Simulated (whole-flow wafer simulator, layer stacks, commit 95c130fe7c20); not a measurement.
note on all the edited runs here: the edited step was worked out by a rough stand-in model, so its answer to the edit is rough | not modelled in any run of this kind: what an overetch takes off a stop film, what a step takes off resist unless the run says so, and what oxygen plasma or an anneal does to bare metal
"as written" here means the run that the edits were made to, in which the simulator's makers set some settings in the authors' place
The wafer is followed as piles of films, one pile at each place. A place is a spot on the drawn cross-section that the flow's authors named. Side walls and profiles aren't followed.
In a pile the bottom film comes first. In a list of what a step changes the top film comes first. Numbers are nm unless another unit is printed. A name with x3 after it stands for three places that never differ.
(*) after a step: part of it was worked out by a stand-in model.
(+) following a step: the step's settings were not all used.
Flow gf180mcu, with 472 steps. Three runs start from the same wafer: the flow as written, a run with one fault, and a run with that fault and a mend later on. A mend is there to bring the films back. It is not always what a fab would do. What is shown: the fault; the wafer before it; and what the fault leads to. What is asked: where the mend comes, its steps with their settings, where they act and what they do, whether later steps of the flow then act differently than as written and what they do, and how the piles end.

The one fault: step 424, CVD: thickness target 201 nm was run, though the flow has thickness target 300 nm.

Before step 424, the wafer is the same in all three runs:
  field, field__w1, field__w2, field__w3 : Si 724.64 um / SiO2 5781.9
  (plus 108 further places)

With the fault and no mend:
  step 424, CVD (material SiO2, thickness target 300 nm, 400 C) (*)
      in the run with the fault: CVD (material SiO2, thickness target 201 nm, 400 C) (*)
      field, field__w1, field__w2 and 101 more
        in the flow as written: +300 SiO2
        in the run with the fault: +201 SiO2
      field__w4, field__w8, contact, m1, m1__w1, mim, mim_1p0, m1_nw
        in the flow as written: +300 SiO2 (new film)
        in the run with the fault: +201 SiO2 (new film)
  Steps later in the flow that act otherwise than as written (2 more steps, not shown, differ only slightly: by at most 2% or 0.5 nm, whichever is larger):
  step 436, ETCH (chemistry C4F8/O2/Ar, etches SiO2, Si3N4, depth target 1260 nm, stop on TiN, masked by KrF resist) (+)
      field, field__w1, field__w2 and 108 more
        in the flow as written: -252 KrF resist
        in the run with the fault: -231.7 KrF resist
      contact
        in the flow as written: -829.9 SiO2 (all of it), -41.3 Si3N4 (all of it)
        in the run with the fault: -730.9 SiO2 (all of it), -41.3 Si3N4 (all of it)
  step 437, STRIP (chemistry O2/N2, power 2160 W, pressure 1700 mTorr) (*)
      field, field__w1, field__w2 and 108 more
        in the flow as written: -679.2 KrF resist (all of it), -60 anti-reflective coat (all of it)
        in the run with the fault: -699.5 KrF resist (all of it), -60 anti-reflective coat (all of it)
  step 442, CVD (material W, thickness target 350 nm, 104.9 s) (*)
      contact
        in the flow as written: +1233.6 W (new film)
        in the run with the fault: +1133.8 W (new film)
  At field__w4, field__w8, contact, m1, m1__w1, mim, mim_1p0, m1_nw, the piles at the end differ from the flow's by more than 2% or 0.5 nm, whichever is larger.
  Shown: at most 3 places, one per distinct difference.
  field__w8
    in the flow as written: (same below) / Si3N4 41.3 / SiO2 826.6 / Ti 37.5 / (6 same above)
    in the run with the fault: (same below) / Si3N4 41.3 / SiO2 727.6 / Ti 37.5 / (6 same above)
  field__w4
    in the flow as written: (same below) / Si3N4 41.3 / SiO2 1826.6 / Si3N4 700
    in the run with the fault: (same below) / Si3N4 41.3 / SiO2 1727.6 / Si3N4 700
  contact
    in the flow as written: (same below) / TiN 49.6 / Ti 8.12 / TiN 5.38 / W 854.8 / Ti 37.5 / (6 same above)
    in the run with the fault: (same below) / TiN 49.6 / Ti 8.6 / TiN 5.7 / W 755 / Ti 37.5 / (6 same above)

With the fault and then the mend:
  After step 424 comes the mend.
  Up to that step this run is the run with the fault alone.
  step 424a, CVD (material SiO2, thickness target 99 nm, 400 C) (*) (a further turn of the flow's step 424, with different settings)
      field, field__w1, field__w2 and 109 more
        +99 SiO2
  Later steps of the flow that are run all act as written at every place that is followed.
  At every place that both follow, the piles at the end match the flow's.
